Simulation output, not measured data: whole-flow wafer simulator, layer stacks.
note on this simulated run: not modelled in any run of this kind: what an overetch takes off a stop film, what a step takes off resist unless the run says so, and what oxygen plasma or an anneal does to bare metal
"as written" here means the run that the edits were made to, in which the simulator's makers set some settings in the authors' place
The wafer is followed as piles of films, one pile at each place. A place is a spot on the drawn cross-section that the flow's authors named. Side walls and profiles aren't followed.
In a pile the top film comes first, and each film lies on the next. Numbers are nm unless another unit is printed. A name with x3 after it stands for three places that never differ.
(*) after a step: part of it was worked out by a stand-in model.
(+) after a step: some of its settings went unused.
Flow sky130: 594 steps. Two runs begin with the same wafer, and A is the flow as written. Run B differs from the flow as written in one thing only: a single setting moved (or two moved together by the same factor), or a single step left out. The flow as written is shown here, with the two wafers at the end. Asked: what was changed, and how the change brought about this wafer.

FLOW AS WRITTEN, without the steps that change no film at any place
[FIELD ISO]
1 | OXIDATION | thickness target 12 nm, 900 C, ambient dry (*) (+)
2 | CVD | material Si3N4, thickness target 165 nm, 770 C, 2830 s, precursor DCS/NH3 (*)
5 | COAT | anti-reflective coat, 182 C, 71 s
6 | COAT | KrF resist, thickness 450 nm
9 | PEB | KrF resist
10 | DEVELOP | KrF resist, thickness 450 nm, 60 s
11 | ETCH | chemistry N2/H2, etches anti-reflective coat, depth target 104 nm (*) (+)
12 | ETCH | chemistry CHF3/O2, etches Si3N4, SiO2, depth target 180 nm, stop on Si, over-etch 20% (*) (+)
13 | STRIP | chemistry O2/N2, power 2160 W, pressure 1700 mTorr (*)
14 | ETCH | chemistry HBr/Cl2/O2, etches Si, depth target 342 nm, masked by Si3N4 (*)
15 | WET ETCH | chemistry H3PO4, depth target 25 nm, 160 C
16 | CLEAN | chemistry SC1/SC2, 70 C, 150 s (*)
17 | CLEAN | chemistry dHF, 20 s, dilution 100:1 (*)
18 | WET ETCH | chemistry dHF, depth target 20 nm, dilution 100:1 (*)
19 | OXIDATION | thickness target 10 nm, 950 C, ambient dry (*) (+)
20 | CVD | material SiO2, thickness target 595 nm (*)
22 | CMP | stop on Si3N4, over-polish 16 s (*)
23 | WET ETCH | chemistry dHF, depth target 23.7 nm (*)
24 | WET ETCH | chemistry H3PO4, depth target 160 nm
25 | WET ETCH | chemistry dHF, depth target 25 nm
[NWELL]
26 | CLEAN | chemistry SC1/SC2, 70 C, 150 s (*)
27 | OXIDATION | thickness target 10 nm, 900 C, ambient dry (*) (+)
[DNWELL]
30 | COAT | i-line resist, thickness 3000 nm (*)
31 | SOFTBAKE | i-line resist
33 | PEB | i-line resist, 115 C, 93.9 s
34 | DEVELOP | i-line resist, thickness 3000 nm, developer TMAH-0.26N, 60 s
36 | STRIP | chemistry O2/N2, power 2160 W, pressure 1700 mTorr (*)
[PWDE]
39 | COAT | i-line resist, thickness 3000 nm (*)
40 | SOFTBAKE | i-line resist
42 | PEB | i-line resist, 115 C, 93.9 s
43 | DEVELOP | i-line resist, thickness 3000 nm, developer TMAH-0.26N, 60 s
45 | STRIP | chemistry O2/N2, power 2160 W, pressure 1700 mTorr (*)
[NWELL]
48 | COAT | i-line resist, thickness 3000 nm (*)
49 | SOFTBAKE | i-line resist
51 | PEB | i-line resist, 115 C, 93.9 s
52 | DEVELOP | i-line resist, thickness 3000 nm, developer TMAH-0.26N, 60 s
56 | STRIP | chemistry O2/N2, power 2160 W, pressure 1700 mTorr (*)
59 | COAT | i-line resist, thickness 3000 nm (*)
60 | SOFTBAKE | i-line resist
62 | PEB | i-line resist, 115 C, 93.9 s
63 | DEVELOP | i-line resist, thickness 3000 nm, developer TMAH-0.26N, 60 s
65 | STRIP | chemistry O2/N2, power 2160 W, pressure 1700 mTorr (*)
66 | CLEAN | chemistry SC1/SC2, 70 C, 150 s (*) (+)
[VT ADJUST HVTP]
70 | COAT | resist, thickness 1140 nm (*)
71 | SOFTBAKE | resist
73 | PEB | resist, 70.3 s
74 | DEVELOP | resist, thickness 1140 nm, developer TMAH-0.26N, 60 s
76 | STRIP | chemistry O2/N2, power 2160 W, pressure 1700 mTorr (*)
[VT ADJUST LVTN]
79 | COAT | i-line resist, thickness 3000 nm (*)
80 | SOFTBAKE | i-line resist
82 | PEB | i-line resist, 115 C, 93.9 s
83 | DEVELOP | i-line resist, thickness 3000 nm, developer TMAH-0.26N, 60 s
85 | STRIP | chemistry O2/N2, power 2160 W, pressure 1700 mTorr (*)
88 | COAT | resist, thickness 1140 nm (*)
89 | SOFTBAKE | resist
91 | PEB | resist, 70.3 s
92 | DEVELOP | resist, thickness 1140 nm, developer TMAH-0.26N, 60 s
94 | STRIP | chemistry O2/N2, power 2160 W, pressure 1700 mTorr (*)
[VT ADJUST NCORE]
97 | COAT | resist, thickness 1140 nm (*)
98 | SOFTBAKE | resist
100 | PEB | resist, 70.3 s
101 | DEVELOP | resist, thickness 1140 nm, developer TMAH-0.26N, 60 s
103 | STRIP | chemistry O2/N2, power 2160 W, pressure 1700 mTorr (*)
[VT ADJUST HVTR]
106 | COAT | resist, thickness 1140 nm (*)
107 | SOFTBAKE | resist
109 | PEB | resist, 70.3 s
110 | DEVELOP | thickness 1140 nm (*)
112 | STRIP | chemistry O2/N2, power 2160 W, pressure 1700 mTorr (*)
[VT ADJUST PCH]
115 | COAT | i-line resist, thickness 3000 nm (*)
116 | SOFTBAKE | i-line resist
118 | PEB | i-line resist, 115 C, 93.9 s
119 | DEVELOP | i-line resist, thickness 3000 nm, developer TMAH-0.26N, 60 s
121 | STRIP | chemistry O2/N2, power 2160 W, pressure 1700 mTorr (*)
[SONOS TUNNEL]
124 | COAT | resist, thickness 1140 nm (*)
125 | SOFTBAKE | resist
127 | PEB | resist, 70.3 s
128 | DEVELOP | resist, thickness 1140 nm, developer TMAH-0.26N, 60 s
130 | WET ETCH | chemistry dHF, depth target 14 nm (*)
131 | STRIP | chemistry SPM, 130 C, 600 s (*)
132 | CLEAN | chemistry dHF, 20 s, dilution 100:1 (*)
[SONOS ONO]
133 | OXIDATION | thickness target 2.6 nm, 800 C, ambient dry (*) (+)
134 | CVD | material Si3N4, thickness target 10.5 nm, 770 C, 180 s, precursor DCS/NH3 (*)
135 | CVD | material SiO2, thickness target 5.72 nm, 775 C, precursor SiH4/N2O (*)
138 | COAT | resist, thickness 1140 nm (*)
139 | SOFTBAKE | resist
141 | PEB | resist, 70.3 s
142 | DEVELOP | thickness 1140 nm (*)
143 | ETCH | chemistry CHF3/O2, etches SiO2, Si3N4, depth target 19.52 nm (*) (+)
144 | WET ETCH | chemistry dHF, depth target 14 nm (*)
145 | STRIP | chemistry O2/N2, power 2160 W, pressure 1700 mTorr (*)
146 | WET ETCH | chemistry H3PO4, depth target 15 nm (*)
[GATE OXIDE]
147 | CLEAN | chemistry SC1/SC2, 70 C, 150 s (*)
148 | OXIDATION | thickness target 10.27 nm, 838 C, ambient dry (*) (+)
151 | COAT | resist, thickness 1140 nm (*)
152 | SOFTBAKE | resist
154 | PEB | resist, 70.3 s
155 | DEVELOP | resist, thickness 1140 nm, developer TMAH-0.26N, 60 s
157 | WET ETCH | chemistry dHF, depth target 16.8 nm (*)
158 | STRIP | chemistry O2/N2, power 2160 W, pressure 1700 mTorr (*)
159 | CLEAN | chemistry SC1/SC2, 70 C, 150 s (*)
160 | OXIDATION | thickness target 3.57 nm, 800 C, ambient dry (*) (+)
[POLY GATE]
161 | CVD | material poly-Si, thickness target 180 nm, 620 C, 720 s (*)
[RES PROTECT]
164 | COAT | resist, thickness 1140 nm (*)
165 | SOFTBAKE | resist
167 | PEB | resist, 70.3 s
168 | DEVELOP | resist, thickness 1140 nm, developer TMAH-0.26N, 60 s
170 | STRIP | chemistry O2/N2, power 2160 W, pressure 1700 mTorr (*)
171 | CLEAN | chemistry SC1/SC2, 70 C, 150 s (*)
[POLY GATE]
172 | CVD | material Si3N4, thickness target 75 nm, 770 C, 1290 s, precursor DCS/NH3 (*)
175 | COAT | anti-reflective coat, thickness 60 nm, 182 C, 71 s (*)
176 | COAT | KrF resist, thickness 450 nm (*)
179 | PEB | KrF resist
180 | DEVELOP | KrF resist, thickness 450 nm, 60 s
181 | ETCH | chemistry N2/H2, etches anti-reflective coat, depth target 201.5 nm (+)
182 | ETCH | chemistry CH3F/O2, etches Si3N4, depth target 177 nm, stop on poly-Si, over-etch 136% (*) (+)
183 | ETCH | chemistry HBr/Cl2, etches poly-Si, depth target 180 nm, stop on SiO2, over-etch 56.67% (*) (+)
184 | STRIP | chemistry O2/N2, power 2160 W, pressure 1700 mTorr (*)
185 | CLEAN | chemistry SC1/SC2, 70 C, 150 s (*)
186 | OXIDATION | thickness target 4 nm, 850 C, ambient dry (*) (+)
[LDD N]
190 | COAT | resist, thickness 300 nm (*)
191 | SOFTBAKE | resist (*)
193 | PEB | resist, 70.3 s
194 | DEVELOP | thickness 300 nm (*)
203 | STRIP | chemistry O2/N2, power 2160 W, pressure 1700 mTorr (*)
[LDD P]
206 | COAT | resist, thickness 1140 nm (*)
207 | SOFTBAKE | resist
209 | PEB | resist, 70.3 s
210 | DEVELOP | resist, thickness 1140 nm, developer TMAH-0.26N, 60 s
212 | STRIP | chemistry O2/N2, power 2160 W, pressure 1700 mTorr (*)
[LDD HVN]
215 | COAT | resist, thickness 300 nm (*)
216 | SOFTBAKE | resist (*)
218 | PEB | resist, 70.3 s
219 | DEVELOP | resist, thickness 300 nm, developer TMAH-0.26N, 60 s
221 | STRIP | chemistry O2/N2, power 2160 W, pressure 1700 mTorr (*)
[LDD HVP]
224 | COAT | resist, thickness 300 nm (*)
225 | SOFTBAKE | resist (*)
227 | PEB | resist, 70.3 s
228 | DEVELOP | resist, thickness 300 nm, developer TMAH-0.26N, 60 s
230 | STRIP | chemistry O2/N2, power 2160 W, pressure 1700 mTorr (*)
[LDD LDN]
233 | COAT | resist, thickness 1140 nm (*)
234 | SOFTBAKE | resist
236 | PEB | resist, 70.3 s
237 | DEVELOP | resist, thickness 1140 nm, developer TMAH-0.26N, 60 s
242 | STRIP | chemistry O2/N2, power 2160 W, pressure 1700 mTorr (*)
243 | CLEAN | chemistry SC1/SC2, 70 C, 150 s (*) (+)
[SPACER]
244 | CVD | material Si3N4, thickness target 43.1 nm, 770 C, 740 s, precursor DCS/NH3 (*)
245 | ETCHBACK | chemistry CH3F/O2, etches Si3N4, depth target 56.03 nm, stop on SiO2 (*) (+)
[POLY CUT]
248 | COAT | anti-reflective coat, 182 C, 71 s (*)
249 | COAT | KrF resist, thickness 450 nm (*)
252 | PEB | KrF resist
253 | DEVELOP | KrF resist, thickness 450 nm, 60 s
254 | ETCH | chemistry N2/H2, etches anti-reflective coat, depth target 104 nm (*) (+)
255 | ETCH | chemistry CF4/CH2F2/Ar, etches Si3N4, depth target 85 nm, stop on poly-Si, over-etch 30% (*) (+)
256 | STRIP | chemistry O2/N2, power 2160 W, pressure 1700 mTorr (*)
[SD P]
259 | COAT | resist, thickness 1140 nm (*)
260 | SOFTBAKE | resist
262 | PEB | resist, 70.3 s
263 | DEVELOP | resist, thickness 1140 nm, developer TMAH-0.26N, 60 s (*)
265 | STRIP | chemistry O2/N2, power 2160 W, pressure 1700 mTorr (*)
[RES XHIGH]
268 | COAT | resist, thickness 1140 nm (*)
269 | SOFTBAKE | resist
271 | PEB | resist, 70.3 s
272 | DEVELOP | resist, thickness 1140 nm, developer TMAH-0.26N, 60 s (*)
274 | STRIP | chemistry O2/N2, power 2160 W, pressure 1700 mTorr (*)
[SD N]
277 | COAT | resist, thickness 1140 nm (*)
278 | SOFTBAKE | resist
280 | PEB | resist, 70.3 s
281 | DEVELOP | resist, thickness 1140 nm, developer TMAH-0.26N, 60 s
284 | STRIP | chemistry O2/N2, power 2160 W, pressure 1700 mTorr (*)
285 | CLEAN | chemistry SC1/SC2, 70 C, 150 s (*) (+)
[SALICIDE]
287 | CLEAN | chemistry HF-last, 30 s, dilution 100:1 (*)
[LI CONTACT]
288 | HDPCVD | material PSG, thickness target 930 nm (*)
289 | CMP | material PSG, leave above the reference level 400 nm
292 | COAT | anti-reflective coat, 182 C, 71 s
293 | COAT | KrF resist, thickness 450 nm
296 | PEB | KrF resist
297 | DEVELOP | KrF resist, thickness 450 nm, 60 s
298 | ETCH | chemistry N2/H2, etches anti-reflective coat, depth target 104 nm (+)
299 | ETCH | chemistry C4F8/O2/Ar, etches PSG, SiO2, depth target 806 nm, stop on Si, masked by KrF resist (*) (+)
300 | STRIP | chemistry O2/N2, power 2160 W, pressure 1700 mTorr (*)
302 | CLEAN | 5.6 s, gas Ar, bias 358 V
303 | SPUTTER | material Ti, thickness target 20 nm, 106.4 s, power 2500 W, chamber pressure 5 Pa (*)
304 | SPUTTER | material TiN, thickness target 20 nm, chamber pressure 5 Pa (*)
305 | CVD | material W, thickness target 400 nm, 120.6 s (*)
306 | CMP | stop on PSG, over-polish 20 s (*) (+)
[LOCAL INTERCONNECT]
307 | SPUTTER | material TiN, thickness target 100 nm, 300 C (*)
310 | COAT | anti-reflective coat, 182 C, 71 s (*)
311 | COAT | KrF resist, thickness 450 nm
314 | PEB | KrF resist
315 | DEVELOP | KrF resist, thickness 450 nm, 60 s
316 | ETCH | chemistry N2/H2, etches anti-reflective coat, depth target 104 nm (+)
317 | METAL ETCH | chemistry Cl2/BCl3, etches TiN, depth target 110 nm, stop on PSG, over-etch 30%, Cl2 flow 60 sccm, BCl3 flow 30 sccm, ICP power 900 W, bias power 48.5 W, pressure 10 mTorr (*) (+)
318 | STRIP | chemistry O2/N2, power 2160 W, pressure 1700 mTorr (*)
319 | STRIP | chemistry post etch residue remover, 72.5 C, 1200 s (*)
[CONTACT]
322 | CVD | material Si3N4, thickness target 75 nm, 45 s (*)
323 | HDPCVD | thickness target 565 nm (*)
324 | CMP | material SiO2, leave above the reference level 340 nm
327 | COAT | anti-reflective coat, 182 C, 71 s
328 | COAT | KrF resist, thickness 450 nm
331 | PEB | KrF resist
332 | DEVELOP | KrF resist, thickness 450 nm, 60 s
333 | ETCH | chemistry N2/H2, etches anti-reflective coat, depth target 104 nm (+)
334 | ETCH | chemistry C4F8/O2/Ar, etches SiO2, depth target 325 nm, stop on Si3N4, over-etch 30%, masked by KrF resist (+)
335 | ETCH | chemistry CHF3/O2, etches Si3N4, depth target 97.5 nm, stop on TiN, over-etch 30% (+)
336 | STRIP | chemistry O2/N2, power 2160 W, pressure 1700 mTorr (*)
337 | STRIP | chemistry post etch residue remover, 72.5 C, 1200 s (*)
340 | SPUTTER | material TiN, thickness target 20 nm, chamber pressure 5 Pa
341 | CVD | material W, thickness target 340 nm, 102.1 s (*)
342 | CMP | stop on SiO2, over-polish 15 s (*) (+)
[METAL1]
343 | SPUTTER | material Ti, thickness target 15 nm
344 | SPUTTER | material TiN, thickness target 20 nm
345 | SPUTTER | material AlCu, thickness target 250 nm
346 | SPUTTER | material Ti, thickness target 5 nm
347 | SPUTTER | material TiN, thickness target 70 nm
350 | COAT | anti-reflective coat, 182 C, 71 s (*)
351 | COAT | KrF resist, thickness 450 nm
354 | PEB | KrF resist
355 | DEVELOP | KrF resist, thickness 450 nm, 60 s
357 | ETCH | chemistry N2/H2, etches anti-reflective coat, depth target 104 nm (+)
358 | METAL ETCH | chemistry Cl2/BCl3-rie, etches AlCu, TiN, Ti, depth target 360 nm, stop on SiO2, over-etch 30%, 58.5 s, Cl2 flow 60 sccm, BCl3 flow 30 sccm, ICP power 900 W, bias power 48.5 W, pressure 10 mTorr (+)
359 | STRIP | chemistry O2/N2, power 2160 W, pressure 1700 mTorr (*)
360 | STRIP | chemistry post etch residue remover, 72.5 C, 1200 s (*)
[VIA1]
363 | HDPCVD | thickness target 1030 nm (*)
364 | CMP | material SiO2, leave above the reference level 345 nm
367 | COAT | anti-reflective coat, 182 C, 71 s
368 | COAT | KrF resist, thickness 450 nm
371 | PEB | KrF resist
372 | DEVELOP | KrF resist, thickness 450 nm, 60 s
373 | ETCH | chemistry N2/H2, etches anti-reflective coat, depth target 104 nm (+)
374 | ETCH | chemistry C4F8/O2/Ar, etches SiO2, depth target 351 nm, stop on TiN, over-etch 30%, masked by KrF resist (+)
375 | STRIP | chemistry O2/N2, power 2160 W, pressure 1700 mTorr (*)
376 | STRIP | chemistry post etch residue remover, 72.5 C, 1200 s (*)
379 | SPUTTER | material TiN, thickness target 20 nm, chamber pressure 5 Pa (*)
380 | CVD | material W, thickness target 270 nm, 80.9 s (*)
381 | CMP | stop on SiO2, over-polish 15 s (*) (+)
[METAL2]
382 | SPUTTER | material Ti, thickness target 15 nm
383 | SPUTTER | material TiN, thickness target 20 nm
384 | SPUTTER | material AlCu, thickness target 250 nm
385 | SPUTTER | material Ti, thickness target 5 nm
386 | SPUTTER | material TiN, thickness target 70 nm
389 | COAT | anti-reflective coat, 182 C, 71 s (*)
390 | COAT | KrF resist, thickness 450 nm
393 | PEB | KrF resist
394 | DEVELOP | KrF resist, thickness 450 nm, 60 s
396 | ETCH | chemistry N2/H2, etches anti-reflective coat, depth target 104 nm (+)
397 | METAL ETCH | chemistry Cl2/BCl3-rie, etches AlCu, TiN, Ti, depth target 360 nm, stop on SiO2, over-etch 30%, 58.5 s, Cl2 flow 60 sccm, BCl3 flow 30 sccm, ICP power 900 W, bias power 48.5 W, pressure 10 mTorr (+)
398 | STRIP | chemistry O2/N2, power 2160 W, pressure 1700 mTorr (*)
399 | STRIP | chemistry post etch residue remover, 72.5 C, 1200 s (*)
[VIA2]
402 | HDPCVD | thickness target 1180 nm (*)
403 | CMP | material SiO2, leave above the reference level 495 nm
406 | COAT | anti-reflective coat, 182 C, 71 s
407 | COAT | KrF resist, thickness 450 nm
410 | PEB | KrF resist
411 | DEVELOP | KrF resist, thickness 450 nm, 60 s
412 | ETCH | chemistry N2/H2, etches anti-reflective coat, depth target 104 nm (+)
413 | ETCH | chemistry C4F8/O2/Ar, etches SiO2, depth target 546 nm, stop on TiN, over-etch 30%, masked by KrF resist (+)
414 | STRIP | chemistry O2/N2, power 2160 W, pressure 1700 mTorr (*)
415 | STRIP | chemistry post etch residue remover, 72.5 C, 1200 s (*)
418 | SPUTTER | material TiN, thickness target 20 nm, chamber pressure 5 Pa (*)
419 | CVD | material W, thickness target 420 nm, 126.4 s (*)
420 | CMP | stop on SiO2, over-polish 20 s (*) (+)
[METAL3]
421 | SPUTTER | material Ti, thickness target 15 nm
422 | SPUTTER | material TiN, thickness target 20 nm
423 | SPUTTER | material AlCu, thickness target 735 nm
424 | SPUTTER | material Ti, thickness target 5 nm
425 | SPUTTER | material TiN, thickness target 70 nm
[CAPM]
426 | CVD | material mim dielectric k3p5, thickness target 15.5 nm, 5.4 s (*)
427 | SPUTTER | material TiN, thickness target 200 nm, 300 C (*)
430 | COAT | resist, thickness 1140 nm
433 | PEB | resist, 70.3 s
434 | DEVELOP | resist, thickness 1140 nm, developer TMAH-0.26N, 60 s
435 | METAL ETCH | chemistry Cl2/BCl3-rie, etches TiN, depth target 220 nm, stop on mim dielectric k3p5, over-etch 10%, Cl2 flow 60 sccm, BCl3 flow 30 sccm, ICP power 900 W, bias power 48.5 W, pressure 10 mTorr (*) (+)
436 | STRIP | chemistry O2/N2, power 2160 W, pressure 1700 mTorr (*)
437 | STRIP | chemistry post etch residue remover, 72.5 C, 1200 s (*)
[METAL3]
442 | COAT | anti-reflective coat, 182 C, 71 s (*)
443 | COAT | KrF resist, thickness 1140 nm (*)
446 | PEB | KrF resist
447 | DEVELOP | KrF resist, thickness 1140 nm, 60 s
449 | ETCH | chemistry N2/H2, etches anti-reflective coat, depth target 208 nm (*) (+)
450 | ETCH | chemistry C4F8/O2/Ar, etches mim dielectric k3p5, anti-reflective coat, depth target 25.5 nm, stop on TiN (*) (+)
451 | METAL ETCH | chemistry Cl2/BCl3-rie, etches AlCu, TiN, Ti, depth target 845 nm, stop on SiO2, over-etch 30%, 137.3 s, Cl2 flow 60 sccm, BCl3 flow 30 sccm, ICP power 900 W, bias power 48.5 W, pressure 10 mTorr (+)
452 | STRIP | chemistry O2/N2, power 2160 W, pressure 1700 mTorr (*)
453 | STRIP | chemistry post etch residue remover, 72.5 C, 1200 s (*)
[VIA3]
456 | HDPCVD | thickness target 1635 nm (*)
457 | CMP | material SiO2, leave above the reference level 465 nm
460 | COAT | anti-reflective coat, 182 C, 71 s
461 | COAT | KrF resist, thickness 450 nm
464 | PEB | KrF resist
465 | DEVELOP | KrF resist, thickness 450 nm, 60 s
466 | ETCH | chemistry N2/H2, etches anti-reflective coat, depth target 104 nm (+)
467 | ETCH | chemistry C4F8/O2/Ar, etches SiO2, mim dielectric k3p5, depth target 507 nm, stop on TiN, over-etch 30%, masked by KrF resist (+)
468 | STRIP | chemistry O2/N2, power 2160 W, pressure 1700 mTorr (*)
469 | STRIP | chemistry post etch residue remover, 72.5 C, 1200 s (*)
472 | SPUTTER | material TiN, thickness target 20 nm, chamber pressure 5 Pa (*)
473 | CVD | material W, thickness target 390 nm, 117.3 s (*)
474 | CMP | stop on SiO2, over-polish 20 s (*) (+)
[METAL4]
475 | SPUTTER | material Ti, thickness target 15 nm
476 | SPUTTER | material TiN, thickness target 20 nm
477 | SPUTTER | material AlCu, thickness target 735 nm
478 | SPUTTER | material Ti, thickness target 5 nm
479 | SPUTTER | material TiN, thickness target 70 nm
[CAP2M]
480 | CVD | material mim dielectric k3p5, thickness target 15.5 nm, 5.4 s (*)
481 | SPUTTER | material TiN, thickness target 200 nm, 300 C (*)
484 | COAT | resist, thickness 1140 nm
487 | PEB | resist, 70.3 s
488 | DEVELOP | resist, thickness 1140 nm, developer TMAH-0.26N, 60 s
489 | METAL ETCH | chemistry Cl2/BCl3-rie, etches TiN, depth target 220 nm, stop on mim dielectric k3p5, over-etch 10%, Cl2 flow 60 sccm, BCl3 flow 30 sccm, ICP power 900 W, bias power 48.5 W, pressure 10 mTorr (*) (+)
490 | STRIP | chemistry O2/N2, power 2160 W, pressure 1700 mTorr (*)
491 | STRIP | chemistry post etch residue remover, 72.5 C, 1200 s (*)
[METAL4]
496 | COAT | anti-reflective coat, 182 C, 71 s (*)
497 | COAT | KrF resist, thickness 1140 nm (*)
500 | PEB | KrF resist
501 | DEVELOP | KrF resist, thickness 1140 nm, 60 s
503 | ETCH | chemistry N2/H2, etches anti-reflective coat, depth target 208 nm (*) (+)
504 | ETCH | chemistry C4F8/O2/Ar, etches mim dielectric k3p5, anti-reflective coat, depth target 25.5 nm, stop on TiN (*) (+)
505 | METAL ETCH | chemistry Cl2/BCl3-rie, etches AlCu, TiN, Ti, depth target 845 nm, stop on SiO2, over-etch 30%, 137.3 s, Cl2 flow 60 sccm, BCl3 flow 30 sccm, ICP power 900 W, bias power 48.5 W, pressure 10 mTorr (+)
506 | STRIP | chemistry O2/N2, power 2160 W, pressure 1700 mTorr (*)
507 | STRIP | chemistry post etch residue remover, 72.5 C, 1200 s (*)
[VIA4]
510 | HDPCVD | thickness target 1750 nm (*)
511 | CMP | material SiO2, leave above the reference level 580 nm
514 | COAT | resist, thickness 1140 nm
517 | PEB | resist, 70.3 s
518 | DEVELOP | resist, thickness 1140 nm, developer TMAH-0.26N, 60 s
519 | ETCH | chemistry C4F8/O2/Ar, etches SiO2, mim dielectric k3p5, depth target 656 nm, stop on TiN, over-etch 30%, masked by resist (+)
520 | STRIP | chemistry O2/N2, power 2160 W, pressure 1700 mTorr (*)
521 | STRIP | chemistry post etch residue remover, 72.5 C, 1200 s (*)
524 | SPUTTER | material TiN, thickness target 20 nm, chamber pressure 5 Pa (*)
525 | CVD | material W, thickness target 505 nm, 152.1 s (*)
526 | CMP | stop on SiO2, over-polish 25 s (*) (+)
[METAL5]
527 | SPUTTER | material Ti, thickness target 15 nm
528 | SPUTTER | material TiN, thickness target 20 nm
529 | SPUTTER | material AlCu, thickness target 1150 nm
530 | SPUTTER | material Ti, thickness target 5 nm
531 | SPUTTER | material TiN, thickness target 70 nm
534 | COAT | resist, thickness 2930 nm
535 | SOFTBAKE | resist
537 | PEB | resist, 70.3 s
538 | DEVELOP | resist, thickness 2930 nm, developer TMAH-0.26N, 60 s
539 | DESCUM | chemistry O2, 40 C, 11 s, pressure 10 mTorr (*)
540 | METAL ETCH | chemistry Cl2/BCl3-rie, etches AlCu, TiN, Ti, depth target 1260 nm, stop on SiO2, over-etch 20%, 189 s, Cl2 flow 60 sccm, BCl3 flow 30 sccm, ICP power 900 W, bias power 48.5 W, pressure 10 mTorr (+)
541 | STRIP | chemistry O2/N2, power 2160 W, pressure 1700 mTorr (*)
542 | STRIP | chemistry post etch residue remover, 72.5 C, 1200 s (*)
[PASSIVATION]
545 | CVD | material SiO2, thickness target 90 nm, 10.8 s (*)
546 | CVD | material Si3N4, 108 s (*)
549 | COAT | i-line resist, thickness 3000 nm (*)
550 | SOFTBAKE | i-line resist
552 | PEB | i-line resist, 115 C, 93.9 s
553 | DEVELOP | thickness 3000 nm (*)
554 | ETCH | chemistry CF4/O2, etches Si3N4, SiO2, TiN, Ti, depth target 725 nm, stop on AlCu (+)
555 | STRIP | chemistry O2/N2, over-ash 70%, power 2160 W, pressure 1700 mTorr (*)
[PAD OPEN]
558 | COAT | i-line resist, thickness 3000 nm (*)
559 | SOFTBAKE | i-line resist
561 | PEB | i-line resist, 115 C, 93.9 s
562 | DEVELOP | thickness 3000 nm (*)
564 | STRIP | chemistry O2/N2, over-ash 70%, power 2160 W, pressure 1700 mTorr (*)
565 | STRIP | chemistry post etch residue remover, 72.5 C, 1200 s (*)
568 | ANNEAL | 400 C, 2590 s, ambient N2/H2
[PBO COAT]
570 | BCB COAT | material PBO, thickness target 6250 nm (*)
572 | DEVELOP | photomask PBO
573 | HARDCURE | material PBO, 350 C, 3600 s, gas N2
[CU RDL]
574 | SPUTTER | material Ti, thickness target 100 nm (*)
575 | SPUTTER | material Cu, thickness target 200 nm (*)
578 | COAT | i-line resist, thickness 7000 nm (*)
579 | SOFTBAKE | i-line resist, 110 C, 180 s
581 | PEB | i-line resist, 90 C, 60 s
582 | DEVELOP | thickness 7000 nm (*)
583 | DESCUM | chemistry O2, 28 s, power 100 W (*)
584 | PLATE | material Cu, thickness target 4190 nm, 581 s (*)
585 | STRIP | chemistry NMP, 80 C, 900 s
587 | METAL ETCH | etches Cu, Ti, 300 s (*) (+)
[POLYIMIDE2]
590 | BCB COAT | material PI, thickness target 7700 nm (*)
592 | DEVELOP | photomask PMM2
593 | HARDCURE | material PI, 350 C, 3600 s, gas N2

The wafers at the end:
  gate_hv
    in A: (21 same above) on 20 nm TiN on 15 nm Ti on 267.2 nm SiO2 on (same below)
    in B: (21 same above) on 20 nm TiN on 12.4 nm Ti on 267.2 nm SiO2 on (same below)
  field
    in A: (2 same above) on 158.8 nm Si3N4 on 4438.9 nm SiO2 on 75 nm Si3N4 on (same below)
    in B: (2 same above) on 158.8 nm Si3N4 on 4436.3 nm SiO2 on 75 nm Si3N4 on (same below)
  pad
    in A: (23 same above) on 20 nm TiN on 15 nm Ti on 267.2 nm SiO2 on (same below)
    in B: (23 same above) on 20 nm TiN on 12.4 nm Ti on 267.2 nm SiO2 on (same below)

The reason: step 382, SPUTTER: thickness target 12.4 nm was run, though the flow has thickness target 15 nm.
One can read it off the wafer: gate_hv has Ti 12.4, and step 382 as written asks for 15 nm.

Step by step, how the change led to this:
  382 | SPUTTER | material Ti, thickness target 15 nm
      field, active, n_well and 188 more: A Ti gains 15 (new film) | B Ti gains 12.4 (new film)
  397 | METAL ETCH | chemistry Cl2/BCl3-rie, etches AlCu, TiN, Ti, depth target 360 nm, stop on SiO2, over-etch 30%, 58.5 s, Cl2 flow 60 sccm, BCl3 flow 30 sccm, ICP power 900 W, bias power 48.5 W, pressure 10 mTorr (+)
      field, active, gate and 82 more: A TiN loses 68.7 (all of it), Ti loses 5 (all of it), AlCu loses 250 (all of it), TiN loses 20 (all of it), Ti loses 15 (all of it), SiO2 loses 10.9 | B TiN loses 68.7 (all of it), Ti loses 5 (all of it), AlCu loses 250 (all of it), TiN loses 20 (all of it), Ti loses 12.4 (all of it), SiO2 loses 11.2
  550 | SOFTBAKE | i-line resist
      via1_hole: A i-line resist loses 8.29 | B i-line resist loses 7.42
      via1_enc: A i-line resist loses 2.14 | B i-line resist loses 1.33
  559 | SOFTBAKE | i-line resist
      via1_hole: A i-line resist loses 8.29 | B i-line resist loses 7.42
      via1_enc: A i-line resist loses 2.14 | B i-line resist loses 1.33
